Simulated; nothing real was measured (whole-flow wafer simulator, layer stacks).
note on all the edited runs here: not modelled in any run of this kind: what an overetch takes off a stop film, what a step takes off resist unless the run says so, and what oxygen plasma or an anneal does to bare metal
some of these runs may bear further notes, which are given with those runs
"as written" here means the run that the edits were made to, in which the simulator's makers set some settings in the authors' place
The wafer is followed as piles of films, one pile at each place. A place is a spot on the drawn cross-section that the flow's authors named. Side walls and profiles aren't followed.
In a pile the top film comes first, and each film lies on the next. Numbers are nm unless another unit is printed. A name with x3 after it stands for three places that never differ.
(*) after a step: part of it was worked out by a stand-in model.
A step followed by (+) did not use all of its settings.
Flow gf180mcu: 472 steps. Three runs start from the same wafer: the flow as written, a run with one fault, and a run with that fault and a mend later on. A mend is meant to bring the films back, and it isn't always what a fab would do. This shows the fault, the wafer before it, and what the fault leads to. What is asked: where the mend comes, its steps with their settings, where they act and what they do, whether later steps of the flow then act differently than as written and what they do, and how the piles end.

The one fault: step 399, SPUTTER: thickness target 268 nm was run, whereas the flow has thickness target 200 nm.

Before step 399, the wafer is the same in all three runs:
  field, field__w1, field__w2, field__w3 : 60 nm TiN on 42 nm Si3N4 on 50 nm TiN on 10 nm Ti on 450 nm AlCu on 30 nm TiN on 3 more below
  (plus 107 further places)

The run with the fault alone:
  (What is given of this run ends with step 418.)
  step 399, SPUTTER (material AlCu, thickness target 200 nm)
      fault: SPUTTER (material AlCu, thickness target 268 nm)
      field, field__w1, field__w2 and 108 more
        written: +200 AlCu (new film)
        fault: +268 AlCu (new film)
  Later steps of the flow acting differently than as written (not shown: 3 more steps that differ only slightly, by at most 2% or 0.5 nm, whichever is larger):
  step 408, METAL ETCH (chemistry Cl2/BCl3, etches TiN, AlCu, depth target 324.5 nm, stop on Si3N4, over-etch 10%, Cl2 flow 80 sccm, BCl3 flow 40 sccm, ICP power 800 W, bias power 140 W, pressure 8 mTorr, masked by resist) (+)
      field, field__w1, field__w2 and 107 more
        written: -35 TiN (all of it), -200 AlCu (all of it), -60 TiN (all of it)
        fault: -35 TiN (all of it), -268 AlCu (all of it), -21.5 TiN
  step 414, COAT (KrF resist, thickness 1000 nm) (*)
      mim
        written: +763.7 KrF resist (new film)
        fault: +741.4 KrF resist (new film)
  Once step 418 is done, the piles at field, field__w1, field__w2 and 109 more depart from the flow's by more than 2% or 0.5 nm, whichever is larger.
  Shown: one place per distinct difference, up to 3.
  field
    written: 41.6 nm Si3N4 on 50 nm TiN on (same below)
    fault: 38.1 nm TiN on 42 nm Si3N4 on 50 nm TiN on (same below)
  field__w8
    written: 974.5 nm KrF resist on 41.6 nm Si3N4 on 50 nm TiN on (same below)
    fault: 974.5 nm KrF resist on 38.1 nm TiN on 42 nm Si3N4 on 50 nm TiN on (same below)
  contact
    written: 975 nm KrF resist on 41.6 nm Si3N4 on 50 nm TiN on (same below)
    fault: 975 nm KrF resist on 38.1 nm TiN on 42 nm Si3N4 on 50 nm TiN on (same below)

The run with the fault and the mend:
  The mend follows step 399.
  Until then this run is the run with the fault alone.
  step 399a, METAL ETCH (chemistry Cl2/BCl3, etches TiN, AlCu, Ti, depth target 68 nm, Cl2 flow 80 sccm, BCl3 flow 40 sccm, ICP power 800 W, bias power 140 W, pressure 8 mTorr) (the flow's step 260 again, with other settings)
      field, field__w1, field__w2 and 108 more
        -68 AlCu
  None of the later steps of the flow acts differently than as written at any place that is followed.
  The piles end the same as the flow's at every place that both follow.
